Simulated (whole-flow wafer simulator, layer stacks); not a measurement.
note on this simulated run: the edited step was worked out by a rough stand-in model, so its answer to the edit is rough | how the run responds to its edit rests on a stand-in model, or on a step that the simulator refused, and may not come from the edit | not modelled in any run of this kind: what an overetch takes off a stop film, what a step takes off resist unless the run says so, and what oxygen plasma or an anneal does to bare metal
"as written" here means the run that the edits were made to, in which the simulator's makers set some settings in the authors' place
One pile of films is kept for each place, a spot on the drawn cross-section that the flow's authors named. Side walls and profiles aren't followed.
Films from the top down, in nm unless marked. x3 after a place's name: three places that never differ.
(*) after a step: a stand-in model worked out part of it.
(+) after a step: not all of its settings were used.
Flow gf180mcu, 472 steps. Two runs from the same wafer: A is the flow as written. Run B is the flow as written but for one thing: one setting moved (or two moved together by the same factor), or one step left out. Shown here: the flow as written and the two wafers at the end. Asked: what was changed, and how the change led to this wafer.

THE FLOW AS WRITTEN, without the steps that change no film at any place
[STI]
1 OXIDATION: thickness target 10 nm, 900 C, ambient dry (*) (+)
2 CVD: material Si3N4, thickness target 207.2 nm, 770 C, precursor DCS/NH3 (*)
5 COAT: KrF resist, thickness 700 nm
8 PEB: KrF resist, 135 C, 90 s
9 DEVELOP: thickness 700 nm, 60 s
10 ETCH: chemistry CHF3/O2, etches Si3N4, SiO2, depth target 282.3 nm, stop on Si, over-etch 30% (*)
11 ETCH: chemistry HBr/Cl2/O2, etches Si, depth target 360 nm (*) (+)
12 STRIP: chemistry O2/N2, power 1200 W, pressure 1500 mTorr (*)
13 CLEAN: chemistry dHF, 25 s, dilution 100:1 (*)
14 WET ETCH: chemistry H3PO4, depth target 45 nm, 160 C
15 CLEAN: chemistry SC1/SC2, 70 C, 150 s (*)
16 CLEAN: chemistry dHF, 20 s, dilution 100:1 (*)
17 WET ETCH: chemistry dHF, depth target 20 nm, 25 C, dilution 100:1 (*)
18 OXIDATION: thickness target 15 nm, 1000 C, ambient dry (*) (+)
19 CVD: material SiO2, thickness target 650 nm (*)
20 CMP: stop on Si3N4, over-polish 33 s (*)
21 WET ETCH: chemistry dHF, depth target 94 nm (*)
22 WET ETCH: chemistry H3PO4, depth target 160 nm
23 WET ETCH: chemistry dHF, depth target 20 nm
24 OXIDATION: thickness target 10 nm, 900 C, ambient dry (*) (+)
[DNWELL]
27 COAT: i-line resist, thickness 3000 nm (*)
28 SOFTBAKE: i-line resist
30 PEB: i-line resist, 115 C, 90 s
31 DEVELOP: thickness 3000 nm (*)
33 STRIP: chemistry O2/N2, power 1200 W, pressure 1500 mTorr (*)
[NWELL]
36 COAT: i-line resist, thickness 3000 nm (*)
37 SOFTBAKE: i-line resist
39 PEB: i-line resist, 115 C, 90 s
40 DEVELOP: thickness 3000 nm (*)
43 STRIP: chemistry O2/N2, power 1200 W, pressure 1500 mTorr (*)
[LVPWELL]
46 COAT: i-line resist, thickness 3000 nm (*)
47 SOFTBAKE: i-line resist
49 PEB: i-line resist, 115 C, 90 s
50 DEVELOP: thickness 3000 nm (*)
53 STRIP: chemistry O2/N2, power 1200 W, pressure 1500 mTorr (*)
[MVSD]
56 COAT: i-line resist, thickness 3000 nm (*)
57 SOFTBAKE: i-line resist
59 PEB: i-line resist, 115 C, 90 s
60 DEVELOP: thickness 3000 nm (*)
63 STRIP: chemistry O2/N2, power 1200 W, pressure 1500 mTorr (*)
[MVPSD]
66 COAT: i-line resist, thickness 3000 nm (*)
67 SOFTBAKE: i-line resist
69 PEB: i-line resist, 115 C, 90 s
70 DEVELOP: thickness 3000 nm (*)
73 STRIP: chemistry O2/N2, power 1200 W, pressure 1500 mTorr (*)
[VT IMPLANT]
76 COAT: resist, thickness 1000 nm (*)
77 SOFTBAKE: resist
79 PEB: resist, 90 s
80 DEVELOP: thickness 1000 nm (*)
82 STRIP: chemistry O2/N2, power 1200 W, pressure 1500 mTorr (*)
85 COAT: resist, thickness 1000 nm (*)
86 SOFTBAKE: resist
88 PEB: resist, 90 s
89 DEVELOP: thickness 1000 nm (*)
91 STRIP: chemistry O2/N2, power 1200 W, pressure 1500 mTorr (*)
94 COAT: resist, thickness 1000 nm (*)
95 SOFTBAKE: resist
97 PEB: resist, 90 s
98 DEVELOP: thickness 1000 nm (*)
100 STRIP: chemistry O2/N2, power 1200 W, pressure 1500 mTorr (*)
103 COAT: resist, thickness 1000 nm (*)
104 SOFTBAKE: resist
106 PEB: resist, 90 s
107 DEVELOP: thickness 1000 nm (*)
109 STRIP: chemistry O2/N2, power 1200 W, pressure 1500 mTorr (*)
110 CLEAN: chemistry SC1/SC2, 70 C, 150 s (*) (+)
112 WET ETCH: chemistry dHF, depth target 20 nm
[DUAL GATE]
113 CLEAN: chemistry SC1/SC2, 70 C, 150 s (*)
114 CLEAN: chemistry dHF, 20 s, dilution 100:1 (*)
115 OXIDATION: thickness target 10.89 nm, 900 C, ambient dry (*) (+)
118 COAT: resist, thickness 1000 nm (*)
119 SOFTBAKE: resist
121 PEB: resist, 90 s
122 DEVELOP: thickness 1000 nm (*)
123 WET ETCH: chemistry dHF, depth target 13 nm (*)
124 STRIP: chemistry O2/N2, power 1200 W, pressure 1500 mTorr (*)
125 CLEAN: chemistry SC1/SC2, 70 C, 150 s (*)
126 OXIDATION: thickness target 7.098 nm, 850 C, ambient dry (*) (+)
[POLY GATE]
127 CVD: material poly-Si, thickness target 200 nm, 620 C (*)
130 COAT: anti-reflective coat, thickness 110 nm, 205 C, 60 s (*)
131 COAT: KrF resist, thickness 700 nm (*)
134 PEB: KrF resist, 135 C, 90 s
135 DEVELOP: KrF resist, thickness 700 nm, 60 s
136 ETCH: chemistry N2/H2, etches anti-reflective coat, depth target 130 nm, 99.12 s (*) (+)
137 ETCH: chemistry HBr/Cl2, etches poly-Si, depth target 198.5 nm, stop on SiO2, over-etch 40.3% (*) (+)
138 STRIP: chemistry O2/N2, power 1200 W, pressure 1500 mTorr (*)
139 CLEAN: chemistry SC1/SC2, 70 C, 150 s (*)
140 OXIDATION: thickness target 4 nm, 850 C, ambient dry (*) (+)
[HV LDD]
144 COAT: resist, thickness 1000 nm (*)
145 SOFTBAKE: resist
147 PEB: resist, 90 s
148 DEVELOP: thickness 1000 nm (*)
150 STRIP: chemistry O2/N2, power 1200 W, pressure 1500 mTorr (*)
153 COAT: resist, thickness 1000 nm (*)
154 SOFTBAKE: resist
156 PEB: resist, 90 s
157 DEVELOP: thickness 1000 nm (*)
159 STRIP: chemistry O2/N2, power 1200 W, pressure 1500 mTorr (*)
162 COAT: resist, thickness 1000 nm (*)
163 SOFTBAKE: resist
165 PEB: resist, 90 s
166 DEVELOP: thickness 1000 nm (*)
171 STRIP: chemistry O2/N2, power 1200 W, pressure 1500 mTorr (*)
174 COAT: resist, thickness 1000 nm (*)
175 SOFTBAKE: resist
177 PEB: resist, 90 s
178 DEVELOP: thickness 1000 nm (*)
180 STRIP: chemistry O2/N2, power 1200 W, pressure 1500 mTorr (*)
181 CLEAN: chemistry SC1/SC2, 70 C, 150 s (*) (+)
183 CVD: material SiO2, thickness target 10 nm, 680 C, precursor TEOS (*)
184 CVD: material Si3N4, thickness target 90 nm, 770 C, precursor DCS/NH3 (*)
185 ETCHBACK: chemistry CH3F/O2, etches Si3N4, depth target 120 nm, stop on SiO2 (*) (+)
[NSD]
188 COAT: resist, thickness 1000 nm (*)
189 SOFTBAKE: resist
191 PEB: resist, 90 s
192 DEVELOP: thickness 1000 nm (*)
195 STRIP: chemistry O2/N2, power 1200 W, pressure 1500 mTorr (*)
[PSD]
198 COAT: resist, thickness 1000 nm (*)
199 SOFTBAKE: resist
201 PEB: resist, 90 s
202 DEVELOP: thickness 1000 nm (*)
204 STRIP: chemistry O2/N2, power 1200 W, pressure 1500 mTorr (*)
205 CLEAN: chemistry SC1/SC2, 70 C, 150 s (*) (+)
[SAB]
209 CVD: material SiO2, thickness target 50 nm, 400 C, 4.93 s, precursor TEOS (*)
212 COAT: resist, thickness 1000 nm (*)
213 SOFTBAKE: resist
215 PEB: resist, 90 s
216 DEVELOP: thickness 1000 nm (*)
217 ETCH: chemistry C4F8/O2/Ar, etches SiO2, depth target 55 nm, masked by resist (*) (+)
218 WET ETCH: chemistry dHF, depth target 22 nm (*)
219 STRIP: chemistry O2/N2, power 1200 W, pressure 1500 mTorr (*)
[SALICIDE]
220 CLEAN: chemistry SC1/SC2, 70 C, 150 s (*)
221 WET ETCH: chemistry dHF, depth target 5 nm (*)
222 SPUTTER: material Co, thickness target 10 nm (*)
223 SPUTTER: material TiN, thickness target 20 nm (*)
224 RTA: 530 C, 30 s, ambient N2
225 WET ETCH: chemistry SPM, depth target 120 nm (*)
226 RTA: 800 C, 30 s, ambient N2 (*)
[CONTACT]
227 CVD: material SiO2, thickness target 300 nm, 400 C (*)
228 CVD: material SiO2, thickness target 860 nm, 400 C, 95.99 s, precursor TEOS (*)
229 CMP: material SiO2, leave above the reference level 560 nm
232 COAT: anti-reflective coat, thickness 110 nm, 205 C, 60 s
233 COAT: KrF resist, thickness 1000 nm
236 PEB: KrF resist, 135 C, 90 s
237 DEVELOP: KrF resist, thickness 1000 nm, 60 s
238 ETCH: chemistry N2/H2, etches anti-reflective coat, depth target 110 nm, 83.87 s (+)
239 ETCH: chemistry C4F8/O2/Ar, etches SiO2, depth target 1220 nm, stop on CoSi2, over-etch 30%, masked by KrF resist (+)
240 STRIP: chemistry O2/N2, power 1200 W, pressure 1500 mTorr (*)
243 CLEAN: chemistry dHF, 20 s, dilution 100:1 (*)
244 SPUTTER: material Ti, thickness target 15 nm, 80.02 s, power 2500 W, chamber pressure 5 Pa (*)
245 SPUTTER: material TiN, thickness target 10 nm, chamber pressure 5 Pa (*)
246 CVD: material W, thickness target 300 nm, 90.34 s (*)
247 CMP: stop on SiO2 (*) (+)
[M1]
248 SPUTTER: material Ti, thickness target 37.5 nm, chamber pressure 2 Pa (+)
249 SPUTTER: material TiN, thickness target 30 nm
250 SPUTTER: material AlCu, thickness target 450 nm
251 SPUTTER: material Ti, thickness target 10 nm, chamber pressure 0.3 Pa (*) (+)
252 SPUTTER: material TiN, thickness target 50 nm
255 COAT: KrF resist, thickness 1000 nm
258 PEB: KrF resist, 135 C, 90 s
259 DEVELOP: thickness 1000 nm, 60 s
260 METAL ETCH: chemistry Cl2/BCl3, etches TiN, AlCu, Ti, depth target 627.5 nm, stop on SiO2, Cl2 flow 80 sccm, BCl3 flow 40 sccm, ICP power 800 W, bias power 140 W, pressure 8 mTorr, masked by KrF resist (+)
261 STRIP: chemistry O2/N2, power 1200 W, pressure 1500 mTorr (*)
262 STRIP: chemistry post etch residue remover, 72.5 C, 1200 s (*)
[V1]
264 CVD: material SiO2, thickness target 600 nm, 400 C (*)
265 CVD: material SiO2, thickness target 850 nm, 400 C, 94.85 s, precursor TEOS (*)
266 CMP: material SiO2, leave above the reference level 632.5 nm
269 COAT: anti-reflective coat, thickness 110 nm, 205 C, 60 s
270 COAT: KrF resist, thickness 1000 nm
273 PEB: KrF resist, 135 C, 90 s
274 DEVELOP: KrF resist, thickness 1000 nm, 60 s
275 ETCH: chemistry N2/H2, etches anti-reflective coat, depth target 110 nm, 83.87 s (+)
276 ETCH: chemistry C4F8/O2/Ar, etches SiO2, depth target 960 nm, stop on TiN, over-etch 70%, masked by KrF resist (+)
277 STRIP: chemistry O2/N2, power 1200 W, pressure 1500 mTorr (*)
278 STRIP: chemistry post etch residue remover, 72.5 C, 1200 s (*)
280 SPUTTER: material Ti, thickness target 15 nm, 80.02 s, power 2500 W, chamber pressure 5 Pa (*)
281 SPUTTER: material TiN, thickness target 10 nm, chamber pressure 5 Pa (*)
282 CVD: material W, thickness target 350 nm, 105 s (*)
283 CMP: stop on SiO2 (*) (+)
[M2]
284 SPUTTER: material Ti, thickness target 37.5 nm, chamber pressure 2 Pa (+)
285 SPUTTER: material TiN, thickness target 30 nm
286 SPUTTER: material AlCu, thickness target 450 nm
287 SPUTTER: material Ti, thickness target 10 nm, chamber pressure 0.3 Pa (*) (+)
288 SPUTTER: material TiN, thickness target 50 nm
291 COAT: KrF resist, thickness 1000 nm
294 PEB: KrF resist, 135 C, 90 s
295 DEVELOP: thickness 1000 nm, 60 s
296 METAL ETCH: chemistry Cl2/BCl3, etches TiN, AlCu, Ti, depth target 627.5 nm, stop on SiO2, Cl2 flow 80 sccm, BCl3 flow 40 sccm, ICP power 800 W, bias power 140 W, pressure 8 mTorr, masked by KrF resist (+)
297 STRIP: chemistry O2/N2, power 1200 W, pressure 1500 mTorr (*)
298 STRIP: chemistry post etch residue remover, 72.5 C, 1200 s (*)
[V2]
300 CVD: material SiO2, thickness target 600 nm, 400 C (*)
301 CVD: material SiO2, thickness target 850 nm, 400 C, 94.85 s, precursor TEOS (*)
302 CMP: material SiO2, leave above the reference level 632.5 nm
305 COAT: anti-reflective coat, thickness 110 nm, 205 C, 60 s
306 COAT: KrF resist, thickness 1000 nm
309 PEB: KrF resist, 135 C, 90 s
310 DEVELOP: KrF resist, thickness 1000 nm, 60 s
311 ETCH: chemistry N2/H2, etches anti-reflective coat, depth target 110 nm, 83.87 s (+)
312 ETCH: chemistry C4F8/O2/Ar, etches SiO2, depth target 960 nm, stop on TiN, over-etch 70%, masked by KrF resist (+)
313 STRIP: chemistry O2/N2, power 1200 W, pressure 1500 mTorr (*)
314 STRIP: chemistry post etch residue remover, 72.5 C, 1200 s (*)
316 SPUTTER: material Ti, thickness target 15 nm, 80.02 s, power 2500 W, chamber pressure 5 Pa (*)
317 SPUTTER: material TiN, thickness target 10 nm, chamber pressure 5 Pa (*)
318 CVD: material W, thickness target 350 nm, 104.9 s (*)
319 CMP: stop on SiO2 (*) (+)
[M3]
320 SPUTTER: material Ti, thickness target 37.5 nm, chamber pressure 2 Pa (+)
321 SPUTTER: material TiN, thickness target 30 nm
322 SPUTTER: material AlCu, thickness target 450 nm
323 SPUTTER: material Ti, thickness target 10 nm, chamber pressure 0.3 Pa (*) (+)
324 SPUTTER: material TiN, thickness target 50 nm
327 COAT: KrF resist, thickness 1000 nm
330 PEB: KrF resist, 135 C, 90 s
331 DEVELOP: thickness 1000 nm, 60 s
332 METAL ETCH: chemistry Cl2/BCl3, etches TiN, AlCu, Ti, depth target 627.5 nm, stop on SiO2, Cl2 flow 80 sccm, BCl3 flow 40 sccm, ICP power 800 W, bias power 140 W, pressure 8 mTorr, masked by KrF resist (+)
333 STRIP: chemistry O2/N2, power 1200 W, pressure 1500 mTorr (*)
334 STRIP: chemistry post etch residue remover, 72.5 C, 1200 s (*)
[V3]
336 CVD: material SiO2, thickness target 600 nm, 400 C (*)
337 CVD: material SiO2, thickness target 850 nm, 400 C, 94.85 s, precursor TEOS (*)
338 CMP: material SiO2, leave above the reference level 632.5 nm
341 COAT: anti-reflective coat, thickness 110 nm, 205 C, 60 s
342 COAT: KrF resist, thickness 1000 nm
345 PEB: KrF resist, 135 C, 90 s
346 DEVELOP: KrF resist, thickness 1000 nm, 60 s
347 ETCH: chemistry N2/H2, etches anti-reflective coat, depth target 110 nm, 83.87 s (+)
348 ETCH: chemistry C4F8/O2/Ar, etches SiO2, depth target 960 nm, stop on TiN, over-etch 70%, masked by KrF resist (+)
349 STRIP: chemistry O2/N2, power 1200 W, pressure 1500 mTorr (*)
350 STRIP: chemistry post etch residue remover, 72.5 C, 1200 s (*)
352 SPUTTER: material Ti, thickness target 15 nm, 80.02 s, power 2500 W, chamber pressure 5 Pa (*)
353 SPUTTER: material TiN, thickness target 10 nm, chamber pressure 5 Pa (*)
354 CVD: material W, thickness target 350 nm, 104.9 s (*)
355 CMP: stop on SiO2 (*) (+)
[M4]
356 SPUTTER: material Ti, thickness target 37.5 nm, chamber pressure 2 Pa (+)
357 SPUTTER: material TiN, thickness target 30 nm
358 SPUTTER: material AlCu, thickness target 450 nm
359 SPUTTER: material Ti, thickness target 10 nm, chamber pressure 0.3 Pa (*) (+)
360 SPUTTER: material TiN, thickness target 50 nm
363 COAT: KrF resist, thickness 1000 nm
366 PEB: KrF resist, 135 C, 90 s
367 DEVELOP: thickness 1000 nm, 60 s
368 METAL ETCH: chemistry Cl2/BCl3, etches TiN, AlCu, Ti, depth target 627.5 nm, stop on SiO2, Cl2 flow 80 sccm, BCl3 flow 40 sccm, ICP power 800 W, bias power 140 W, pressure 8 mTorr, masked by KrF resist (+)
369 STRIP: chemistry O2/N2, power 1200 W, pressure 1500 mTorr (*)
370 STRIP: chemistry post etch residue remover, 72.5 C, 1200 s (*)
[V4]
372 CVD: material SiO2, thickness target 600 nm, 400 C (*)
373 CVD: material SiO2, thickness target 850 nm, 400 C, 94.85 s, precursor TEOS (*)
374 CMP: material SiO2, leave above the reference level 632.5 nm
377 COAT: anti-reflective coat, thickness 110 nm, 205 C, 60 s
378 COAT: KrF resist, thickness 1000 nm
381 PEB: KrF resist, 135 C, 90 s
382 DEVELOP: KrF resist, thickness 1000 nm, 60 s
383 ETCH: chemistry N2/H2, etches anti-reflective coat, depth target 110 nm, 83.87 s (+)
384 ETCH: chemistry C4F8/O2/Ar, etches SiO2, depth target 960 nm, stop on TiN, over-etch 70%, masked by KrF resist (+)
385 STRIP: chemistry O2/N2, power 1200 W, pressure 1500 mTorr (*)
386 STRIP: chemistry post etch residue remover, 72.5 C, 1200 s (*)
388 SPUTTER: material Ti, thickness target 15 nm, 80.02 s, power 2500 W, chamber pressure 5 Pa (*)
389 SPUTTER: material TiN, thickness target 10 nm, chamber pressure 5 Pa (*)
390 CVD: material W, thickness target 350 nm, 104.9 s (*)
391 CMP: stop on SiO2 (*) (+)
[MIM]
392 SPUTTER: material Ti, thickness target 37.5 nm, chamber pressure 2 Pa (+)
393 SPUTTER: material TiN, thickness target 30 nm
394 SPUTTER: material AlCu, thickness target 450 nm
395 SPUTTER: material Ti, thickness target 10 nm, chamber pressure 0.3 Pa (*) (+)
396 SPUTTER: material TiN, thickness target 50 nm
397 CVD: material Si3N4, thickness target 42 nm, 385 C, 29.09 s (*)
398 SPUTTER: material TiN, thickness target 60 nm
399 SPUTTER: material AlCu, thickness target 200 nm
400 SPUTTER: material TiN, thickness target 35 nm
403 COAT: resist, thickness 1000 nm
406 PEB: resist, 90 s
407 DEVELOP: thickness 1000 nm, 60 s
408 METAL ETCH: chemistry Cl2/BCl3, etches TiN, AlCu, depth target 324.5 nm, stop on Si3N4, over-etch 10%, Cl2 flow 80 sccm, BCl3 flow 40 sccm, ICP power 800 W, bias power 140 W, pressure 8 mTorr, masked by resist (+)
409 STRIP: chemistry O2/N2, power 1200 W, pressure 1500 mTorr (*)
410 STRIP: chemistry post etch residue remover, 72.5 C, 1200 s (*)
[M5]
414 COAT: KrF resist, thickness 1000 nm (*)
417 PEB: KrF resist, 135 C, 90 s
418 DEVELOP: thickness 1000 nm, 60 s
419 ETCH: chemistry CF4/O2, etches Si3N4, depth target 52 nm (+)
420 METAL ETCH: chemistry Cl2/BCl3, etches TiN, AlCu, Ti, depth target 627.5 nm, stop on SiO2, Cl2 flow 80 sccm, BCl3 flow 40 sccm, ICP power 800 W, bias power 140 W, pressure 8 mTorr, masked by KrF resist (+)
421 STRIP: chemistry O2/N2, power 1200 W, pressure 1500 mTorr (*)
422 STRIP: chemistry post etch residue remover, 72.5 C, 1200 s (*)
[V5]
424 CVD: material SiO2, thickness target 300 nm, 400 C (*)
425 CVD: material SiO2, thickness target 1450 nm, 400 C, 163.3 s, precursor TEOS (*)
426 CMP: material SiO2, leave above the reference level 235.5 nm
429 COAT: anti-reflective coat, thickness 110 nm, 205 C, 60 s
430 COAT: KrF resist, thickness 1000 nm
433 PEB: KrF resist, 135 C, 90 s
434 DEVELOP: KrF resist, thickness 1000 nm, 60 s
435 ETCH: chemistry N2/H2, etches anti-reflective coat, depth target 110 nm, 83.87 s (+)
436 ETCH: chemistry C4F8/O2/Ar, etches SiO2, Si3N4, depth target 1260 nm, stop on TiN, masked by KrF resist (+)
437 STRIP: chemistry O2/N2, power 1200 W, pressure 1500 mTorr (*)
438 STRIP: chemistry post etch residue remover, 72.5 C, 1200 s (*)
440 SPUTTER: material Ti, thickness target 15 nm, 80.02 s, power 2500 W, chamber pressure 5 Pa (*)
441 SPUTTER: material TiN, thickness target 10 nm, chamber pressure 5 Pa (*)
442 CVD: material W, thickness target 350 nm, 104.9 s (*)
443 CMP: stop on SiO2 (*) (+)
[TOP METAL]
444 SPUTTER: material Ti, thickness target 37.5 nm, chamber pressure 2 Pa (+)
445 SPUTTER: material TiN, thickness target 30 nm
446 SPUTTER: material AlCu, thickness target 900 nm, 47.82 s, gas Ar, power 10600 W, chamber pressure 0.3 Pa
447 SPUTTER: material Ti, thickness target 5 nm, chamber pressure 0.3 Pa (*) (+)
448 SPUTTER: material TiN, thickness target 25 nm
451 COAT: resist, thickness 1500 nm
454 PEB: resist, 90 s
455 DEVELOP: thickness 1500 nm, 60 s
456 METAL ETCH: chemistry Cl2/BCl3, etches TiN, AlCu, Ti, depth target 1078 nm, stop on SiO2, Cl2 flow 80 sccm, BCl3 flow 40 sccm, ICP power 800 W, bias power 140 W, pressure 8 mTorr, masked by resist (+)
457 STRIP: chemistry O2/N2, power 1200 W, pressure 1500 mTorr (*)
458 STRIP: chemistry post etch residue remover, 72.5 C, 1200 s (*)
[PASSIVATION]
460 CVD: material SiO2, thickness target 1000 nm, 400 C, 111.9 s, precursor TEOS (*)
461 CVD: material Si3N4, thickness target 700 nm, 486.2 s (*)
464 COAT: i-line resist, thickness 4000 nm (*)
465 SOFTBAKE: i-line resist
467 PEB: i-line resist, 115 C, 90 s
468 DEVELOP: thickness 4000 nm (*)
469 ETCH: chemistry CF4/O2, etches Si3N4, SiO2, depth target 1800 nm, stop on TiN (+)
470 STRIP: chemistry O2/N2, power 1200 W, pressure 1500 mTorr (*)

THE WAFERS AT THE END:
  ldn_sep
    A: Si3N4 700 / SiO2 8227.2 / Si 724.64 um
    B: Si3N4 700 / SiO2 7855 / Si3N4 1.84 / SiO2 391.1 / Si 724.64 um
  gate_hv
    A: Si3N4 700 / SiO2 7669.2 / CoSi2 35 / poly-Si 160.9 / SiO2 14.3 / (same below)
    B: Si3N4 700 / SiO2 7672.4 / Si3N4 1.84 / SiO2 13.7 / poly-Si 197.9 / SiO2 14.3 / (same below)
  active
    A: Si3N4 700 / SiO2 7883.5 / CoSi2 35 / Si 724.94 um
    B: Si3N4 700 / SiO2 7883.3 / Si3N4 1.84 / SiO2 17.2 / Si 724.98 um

The cause: step 185, ETCHBACK: depth target 84 nm was run, where the flow has depth target 120 nm.

How the change led to this, step by step:
  185 ETCHBACK: chemistry CH3F/O2, etches Si3N4, depth target 120 nm, stop on SiO2 (*) (+)
      field, field__w1, field__w2 and 100 more: A Si3N4 -90 (all of it), SiO2 -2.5 | B Si3N4 -84
  189 SOFTBAKE: resist
      field__w9: A resist +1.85 | B resist -1.08
      nw_enc_fld_lv: A resist +0.58 | B resist +1.62
  199 SOFTBAKE: resist
      field__w9: A resist +1.85 | B resist -1.08
      nw_enc_fld_lv: A resist +0.58 | B resist +1.62
  205 CLEAN: chemistry SC1/SC2, 70 C, 150 s (*) (+)
      field, field__w1, field__w2 and 105 more: A SiO2 -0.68 | B Si3N4 -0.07
  209 CVD: material SiO2, thickness target 50 nm, 400 C, 4.93 s, precursor TEOS (*)
      field, field__w7, field__w8 and 73 more: A SiO2 +50 | B SiO2 +50 (new film)
      field_sub__w1, field_sub__w3, field_sub__w4, field_sub__w5, ld_drift_n: A SiO2 +48.9 | B SiO2 +48.8 (new film)
      (and at 27 more places)
  217 ETCH: chemistry C4F8/O2/Ar, etches SiO2, depth target 55 nm, masked by resist (*) (+)
      field, field__w7, field__w8 and 70 more: A SiO2 -55 | B SiO2 -50 (all of it), Si3N4 -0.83
      field_sub__w1, field_sub__w3, field_sub__w4, field_sub__w5, ld_drift_n: A SiO2 -55 | B SiO2 -48.8 (all of it), Si3N4 -1.03
      (and at 21 more places)
  218 WET ETCH: chemistry dHF, depth target 22 nm (*)
      gate, gate_hv, gate_p and 23 more: A SiO2 -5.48 (all of it) | B Si3N4 -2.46
      field, field__w10, sti and 14 more: A SiO2 -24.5 | B Si3N4 -2.46
      (and at 56 more places)
  219 STRIP: chemistry O2/N2, power 1200 W, pressure 1500 mTorr (*)
      gate, gate_hv, gate_p and 23 more: A chemical SiO2 +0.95 (new film), poly-Si -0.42 | B nothing
      active, p_well, sd_n and 20 more: A chemical SiO2 +0.95 (new film), Si -0.42 | B nothing
  220 CLEAN: chemistry SC1/SC2, 70 C, 150 s (*)
      field, field__w1, field__w2 and 47 more: A SiO2 -0.68 | B Si3N4 -0.07
  221 WET ETCH: chemistry dHF, depth target 5 nm (*)
      active, p_well, gate and 46 more: A chemical SiO2 -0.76 (all of it) | B Si3N4 -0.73
      field, field__w1, field__w2 and 23 more: A SiO2 -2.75 | B Si3N4 -0.73
      (and at 24 more places)
  222 SPUTTER: material Co, thickness target 10 nm (*)
      ld_drift_p: A Co +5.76 (new film) | B Co +6.28 (new film)
  224 RTA: 530 C, 30 s, ambient N2
      gate, gate_hv, gate_p and 22 more: A under 1 film: CoSi +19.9 (new film), Co -10 (all of it), poly-Si -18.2 | B nothing
      active, p_well, sd_n and 11 more: A under 1 film: CoSi +19.9 (new film), Co -10 (all of it), Si -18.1 | B nothing
      (and at 10 more places)
  225 WET ETCH: chemistry SPM, depth target 120 nm (*)
      active, p_well, gate and 36 more: A TiN -20 (all of it) | B TiN -20 (all of it), Co -10 (all of it)
      sd_p: A TiN -17.9 (all of it) | B TiN -18.3 (all of it), Co -9.24 (all of it)
      (and at 10 more places)
  226 RTA: 800 C, 30 s, ambient N2 (*)
      gate, gate_hv, gate_p and 22 more: A CoSi2 +35 (new film), CoSi -19.9 (all of it), poly-Si -18.2 | B nothing
      active, p_well, sd_n and 11 more: A CoSi2 +35 (new film), CoSi -19.9 (all of it), Si -18.1 | B nothing
      (and at 10 more places)
  227 CVD: material SiO2, thickness target 300 nm, 400 C (*)
      field, field__w1, field__w2 and 47 more: A SiO2 +300 | B SiO2 +300 (new film)
  228 CVD: material SiO2, thickness target 860 nm, 400 C, 95.99 s, precursor TEOS (*)
      ld_drift_p: A SiO2 +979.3 | B SiO2 +958
  ... 5 more steps ...
  471 ANNEAL: 400 C, 1800 s, ambient N2/H2
      polyc_n, polyc_p: A nothing | B under 9 films: void +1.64 (new film), Ti -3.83, TiSi first +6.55 (new film), poly-Si -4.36
      contact: A nothing | B under 49 films: void +1.62 (new film), Ti -3.83, TiSi first +6.55 (new film), Si -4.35
Counting metal films that touch as one body, gate_hv has 0 bodies; the flow as written gives 1 body.
Counting metal films that touch as one body, active has 0 bodies; the flow as written gives 1 body.
